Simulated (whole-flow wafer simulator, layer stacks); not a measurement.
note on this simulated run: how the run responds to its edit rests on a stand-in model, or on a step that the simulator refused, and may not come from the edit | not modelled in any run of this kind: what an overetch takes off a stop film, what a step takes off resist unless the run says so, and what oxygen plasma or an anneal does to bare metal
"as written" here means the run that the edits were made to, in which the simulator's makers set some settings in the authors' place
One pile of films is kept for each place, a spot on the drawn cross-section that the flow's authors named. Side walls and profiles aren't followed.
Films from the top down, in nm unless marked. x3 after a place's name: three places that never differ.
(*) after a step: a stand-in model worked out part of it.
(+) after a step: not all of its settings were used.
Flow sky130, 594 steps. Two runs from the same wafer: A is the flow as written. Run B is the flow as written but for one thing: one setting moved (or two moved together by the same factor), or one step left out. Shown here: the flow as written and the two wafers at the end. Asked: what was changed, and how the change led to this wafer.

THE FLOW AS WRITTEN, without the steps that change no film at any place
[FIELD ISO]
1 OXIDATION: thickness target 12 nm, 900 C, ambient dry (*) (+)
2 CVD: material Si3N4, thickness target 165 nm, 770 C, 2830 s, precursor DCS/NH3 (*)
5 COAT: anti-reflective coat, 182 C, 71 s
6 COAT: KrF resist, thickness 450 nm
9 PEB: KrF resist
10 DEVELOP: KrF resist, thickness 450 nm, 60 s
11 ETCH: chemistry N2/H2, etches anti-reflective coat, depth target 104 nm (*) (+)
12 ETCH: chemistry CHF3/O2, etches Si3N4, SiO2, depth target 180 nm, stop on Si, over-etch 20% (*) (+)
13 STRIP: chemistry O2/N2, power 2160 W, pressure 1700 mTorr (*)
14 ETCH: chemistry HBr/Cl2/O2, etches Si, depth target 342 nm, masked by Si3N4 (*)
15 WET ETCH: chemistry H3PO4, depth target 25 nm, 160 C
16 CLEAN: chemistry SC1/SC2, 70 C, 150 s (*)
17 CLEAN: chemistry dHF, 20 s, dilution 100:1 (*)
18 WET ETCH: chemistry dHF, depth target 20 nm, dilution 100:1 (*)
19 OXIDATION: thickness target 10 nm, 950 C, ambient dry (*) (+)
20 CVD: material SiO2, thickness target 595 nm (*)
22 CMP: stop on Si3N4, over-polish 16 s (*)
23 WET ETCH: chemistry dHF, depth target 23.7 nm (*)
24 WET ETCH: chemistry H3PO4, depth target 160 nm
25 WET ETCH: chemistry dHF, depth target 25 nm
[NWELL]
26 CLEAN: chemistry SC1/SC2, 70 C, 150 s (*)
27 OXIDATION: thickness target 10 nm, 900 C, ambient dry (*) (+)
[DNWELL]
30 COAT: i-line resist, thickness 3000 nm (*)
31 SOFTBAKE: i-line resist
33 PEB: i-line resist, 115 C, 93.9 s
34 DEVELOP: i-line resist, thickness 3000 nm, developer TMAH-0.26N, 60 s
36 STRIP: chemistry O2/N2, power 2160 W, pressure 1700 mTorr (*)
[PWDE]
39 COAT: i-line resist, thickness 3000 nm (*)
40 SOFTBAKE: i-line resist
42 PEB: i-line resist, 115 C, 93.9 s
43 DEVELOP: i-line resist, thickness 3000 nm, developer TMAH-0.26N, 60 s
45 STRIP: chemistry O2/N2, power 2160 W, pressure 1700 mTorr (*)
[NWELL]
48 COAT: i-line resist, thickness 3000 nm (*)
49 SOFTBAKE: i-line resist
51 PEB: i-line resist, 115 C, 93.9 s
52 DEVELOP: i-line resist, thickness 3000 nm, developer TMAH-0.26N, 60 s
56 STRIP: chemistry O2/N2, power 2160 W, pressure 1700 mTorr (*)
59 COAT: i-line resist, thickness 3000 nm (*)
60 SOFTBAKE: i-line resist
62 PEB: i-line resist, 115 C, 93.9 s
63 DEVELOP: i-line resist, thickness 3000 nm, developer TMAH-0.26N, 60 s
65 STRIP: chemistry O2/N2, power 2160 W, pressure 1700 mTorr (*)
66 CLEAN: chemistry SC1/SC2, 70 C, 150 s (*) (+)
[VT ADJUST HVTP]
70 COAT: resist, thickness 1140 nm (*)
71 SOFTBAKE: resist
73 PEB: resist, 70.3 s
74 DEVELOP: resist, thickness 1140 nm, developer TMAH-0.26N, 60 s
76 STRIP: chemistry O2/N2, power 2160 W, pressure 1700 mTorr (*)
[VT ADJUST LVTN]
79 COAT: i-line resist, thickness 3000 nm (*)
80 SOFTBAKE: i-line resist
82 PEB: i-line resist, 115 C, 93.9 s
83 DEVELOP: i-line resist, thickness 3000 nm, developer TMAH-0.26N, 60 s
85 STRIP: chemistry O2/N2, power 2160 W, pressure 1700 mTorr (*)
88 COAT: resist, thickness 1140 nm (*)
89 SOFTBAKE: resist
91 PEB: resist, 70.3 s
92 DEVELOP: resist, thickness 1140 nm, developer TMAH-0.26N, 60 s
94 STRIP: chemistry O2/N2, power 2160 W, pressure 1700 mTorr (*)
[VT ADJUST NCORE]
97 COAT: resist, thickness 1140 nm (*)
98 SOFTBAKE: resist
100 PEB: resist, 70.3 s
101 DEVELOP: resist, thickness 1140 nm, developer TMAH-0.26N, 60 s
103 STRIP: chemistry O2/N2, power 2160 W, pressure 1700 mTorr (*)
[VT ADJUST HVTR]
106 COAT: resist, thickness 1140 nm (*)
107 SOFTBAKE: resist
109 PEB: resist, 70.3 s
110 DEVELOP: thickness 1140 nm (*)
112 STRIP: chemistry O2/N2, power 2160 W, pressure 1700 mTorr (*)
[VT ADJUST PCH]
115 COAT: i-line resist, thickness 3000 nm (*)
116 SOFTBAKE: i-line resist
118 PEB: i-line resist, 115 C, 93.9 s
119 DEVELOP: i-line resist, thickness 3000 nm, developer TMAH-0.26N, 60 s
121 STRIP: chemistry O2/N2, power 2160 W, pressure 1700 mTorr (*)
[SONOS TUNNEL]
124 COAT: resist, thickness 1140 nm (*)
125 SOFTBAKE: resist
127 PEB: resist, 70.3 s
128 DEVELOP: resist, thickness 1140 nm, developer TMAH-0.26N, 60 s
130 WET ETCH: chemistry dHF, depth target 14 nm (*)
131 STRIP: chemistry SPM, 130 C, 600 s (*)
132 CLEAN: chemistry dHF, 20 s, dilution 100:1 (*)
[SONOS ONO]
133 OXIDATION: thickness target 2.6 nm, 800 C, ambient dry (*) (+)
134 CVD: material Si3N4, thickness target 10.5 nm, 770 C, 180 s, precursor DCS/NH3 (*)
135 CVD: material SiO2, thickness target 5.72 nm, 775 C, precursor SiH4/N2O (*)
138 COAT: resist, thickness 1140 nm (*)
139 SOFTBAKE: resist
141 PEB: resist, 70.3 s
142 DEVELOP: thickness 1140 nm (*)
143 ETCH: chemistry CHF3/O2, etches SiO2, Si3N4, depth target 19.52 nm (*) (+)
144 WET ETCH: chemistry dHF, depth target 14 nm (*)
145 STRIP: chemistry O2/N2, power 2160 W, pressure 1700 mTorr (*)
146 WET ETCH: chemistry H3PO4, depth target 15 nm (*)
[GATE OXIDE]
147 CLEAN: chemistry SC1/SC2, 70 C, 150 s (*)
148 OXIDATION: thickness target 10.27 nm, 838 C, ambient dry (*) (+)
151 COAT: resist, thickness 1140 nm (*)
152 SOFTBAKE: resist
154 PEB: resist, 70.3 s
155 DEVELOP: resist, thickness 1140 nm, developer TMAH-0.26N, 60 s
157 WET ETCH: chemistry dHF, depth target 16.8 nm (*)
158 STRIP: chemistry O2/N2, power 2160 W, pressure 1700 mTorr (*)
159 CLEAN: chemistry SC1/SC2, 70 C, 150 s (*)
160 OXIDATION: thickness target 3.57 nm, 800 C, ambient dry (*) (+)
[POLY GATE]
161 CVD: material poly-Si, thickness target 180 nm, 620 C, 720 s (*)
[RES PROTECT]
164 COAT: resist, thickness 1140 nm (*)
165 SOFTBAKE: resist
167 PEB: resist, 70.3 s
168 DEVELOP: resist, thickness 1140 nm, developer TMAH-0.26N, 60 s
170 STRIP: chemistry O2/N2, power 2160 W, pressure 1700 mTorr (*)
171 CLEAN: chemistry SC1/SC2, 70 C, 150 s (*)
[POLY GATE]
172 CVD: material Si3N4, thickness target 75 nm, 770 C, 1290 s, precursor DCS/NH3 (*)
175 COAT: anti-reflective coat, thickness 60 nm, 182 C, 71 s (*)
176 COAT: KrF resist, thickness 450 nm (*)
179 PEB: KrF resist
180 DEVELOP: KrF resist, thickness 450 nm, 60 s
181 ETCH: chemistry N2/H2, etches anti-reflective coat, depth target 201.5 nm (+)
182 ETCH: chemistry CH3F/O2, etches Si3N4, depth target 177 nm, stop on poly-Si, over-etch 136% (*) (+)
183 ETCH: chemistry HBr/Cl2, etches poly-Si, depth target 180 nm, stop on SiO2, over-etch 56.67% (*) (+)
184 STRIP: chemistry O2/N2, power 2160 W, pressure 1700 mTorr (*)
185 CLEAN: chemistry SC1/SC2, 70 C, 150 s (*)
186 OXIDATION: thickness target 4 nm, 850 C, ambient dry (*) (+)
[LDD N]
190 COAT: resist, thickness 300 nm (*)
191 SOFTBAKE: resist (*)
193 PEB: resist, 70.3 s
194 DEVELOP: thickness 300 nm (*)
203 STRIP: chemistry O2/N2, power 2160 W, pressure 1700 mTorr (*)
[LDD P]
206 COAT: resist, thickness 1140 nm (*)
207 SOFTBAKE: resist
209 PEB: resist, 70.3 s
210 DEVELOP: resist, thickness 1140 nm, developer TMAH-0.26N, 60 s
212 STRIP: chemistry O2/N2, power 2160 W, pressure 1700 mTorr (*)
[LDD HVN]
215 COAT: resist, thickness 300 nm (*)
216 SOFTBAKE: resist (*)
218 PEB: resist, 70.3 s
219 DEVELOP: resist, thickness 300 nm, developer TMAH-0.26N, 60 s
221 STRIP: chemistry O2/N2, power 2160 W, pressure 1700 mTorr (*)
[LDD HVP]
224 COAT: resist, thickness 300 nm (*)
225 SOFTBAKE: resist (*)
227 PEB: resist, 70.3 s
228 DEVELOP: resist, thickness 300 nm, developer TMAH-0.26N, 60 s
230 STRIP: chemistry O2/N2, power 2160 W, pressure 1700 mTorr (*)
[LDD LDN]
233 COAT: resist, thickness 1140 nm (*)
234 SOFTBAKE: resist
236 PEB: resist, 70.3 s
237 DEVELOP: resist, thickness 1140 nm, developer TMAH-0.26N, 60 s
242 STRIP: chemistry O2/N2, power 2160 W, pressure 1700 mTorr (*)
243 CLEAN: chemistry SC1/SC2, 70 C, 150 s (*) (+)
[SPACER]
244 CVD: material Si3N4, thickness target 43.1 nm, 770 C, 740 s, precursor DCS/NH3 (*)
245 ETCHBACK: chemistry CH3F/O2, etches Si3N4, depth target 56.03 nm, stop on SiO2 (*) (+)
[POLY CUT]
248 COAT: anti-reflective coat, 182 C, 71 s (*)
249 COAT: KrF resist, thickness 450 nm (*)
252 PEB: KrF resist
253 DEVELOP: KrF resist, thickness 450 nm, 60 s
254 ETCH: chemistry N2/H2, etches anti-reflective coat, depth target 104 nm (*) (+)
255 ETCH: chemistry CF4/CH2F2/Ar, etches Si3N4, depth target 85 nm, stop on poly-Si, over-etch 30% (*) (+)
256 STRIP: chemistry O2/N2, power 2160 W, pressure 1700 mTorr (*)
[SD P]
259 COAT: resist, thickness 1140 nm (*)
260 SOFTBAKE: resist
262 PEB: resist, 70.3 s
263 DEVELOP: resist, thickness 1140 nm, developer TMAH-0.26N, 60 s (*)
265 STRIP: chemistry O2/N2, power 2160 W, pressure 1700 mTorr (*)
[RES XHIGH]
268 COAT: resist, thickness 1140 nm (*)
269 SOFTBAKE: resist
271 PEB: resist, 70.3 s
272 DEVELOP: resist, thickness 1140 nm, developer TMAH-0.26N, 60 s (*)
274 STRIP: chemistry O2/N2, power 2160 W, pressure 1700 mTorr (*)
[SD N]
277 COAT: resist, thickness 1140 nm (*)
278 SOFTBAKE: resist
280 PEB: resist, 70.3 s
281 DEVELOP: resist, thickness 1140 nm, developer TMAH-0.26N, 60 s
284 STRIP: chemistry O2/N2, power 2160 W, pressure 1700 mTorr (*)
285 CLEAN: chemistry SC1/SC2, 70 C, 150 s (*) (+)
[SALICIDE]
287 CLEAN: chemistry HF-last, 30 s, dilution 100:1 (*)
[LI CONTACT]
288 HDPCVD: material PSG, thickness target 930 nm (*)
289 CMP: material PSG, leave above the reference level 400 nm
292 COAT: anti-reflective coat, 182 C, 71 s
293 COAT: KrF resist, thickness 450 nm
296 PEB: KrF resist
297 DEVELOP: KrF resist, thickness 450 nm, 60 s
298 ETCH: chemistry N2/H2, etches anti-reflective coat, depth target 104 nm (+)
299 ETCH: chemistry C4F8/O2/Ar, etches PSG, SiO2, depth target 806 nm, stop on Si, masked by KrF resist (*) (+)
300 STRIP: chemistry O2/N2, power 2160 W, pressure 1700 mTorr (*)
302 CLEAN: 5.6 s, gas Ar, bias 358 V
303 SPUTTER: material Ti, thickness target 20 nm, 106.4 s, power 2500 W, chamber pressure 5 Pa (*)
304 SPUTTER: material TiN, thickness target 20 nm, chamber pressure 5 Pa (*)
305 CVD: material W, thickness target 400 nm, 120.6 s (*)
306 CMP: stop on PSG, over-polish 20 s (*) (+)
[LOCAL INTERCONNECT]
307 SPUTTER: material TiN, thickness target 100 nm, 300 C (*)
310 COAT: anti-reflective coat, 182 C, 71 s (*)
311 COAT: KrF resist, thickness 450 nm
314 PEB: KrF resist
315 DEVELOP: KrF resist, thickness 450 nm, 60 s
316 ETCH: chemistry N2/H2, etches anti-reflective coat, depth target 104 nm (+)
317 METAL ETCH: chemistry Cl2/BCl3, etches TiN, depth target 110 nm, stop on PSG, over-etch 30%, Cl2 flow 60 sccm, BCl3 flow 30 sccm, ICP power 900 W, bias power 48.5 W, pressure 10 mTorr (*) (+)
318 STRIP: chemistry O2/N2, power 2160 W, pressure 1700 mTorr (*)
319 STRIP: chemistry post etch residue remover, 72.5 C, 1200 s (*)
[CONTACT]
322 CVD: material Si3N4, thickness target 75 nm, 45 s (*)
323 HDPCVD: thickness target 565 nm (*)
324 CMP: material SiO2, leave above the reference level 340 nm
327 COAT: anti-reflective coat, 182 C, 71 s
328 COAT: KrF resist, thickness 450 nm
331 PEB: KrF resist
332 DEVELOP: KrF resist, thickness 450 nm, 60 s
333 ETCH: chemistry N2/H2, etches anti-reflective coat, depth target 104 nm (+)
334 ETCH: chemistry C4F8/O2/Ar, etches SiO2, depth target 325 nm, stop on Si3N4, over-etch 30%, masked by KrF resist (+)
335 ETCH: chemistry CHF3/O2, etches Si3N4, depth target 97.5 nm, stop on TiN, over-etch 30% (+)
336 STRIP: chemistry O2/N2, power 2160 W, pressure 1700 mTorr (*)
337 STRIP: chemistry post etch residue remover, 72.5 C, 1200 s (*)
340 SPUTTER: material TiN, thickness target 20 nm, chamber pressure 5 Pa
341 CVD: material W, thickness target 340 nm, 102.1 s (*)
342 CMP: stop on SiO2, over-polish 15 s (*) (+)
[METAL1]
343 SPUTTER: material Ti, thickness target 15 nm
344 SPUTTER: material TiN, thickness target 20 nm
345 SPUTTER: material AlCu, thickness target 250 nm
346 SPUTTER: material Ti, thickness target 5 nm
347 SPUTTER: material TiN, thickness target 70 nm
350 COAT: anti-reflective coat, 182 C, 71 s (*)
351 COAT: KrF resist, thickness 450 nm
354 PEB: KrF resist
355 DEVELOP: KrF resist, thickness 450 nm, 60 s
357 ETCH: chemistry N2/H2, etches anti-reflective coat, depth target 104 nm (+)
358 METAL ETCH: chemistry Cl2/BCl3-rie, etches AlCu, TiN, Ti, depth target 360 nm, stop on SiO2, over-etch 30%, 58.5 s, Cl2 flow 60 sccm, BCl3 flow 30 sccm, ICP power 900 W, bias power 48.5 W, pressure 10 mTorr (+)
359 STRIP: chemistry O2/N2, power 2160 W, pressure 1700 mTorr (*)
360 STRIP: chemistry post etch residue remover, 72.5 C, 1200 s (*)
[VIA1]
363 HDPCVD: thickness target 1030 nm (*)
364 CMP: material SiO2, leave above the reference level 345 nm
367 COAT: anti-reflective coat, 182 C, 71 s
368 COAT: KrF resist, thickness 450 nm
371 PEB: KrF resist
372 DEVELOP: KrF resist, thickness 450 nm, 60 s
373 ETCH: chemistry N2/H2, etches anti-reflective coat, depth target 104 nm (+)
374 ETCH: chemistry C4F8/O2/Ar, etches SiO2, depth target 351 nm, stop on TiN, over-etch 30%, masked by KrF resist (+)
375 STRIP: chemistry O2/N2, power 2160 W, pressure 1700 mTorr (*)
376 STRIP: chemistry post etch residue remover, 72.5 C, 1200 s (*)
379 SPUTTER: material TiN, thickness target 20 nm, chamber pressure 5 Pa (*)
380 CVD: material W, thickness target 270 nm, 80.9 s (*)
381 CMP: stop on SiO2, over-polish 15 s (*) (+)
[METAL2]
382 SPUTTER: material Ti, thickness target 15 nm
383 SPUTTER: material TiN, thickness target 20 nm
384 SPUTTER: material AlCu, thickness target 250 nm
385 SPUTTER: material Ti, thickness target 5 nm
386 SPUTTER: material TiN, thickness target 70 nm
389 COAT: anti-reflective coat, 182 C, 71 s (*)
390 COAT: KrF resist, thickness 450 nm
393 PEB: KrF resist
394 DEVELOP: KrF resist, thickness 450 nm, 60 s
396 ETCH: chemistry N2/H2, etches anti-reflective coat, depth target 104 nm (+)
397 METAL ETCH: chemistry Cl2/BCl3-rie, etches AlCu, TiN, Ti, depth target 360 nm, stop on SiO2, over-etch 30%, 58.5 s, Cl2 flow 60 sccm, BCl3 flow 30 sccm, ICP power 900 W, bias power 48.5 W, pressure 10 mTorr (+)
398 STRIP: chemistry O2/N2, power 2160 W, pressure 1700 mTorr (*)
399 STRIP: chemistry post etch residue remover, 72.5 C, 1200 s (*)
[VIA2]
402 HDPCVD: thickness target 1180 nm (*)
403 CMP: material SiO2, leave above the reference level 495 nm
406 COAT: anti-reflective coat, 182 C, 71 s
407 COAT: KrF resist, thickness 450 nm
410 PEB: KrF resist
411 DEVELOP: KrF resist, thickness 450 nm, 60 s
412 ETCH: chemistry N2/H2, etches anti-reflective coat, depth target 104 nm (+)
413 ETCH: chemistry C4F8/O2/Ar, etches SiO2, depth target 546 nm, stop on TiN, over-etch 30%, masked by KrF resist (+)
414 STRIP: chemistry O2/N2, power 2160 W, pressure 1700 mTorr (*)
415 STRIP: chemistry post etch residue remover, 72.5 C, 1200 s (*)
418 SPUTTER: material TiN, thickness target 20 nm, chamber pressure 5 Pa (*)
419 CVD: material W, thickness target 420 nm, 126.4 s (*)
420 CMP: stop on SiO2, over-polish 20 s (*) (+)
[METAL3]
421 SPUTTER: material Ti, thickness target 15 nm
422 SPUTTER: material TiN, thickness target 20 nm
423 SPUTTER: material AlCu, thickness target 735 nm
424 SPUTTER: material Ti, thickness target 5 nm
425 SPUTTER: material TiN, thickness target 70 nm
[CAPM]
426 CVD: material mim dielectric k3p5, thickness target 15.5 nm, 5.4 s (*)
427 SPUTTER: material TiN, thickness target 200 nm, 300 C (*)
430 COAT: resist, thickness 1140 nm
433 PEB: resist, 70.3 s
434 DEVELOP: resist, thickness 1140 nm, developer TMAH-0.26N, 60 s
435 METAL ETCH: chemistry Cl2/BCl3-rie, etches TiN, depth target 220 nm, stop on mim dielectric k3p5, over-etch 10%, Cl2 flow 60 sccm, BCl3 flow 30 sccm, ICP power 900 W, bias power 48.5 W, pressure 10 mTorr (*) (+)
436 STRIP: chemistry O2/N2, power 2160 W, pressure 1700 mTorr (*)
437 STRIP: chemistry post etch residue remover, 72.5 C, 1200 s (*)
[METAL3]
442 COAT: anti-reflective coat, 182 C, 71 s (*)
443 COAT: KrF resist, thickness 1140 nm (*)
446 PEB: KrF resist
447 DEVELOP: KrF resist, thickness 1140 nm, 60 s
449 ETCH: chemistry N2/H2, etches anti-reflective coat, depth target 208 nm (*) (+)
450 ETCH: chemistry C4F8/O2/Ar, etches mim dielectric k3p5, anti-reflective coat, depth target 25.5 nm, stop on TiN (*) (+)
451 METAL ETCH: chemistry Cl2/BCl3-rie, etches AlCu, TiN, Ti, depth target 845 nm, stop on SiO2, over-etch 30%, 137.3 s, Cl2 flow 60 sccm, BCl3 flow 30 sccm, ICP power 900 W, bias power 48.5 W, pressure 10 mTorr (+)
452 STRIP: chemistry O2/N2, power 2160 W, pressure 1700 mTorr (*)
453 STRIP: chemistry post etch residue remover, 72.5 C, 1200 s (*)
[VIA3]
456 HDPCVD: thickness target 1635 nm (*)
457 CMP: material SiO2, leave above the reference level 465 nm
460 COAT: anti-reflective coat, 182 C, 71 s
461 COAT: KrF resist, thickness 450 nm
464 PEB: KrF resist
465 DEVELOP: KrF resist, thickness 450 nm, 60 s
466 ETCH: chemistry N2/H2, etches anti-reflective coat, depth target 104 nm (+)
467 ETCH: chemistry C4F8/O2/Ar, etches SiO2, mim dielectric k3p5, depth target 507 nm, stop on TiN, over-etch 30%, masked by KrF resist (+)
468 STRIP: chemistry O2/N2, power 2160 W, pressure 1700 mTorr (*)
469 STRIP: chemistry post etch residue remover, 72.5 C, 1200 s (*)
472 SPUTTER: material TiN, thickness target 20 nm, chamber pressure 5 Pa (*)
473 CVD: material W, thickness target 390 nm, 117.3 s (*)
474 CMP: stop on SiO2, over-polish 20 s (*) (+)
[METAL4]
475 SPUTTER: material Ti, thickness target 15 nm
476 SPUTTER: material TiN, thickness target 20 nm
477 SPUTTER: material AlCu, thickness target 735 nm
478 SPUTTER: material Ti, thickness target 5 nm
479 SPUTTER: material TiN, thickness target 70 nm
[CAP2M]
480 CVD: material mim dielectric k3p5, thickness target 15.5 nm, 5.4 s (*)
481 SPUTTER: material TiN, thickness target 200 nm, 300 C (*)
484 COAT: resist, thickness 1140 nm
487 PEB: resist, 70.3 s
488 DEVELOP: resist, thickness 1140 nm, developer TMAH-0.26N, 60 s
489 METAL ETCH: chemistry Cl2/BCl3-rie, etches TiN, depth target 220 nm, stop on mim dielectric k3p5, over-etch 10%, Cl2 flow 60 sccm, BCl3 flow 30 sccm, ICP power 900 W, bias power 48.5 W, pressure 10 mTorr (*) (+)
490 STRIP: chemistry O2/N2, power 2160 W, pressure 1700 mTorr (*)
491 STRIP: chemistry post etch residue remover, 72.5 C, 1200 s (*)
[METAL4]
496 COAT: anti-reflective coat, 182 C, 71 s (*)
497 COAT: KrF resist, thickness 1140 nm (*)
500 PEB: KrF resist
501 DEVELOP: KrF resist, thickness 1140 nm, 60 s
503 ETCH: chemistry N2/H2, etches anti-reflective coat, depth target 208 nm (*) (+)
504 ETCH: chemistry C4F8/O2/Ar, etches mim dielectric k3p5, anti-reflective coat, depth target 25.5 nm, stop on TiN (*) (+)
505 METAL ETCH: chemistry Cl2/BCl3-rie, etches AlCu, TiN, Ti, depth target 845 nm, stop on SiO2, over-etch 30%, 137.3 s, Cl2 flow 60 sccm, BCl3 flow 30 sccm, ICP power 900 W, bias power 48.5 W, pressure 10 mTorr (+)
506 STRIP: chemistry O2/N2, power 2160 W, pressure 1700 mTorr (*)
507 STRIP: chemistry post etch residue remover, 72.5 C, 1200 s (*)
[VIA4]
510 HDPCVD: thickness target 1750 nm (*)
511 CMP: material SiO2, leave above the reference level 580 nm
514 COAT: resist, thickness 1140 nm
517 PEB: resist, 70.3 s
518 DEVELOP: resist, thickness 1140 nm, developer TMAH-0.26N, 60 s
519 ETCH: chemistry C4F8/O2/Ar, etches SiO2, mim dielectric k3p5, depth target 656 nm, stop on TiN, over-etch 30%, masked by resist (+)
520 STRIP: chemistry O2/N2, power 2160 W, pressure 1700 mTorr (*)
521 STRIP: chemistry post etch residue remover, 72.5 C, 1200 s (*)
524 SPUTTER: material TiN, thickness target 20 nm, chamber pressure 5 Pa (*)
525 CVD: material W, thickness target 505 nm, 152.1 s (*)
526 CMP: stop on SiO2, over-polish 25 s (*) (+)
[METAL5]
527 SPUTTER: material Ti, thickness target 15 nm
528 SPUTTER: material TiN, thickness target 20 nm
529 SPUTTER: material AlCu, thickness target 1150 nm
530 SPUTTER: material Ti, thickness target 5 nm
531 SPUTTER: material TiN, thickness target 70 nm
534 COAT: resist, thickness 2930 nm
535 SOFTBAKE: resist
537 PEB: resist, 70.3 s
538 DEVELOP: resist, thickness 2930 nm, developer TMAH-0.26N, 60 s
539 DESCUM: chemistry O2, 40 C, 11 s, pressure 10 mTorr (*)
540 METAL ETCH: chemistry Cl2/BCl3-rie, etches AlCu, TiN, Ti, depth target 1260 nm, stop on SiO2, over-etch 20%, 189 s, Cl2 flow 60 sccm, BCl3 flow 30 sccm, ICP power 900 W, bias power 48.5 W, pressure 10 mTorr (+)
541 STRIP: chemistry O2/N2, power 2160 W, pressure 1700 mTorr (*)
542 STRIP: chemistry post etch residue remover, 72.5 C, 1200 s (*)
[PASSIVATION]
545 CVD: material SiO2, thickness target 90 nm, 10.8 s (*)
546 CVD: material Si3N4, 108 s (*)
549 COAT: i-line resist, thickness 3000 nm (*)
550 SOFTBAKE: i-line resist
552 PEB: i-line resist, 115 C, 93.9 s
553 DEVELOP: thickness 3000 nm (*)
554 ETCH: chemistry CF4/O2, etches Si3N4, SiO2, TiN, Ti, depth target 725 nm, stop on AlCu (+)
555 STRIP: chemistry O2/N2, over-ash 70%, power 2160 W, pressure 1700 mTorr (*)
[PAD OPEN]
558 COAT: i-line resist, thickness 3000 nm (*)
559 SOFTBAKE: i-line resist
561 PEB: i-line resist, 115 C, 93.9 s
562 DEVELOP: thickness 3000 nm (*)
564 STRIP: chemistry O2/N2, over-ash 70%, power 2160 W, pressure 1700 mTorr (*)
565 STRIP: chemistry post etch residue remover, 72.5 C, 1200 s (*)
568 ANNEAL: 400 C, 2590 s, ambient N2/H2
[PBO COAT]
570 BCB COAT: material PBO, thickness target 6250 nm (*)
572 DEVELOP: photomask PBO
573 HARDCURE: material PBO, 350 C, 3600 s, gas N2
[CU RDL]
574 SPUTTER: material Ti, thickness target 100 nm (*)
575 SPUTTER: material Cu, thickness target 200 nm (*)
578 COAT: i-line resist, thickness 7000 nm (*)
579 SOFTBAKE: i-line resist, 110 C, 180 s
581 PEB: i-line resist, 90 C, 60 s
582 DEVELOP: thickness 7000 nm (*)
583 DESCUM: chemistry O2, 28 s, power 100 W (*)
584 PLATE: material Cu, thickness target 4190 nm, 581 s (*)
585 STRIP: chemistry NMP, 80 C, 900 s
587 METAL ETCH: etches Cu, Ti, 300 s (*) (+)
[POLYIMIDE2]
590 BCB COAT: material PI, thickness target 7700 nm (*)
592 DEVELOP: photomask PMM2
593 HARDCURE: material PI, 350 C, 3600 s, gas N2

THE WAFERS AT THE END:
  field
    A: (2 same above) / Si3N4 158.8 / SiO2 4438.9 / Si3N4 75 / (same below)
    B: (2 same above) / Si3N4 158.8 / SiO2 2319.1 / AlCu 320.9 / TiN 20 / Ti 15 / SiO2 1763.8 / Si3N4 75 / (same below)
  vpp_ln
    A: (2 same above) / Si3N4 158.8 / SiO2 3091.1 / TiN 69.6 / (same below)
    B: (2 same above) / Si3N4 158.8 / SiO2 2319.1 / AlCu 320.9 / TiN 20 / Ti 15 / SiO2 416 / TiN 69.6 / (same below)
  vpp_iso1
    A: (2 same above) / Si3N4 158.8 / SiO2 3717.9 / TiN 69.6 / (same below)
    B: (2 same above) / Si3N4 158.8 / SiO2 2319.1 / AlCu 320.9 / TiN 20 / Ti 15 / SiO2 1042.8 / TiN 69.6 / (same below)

The cause: step 451, METAL ETCH: depth target 371.8 nm was run, where the flow has depth target 845 nm; step 451, METAL ETCH: 60.4 s was run, where the flow has 137.3 s.

How the change led to this, step by step:
  451 METAL ETCH: chemistry Cl2/BCl3-rie, etches AlCu, TiN, Ti, depth target 845 nm, stop on SiO2, over-etch 30%, 137.3 s, Cl2 flow 60 sccm, BCl3 flow 30 sccm, ICP power 900 W, bias power 48.5 W, pressure 10 mTorr (+)
      field, gate, spacer and 68 more: A TiN -70 (all of it), Ti -5 (all of it), AlCu -735 (all of it), TiN -20 (all of it), Ti -15 (all of it), SiO2 -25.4 | B TiN -70 (all of it), Ti -5 (all of it), AlCu -408.3
      active, vpp_ln, vpp_iso2 and 11 more: A TiN -70 (all of it), Ti -5 (all of it), AlCu -735 (all of it), TiN -20 (all of it), Ti -15 (all of it), SiO2 -25.3 | B TiN -70 (all of it), Ti -5 (all of it), AlCu -408.3
      (and at 107 more places)
  452 STRIP: chemistry O2/N2, power 2160 W, pressure 1700 mTorr (*)
      gate_hv, dice_street, pplus_nw and 75 more: A KrF resist -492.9 (all of it), anti-reflective coat -80 (all of it) | B KrF resist -800.5 (all of it), anti-reflective coat -80 (all of it)
      n_well, p_well, sd_n, sd_p, pad, mim_edge_gap, mim_edge_gap_sheet: A KrF resist -492.9 (all of it), anti-reflective coat -80 (all of it) | B KrF resist -800.4 (all of it), anti-reflective coat -80 (all of it)
      (and at 22 more places)
  453 STRIP: chemistry post etch residue remover, 72.5 C, 1200 s (*)
      field, active, gate and 82 more: A nothing | B AlCu -5.72
  456 HDPCVD: thickness target 1635 nm (*)
      field, active, gate and 82 more: A SiO2 +1635 | B SiO2 +1635 (new film)
  457 CMP: material SiO2, leave above the reference level 465 nm
      field, active, gate and 82 more: A SiO2 -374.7 | B SiO2 -755.9
Counting metal films that touch as one body, field has 1 body; the flow as written gives 0 bodies.
Counting metal films that touch as one body, vpp_ln has 3 bodies (between them, from the top down: SiO2 416; SiO2 267.2); the flow as written gives 2 bodies (between them, from the top down: SiO2 267.2).
Counting metal films that touch as one body, vpp_iso1 has 2 bodies (between them, from the top down: SiO2 1042.8); the flow as written gives 1 body.
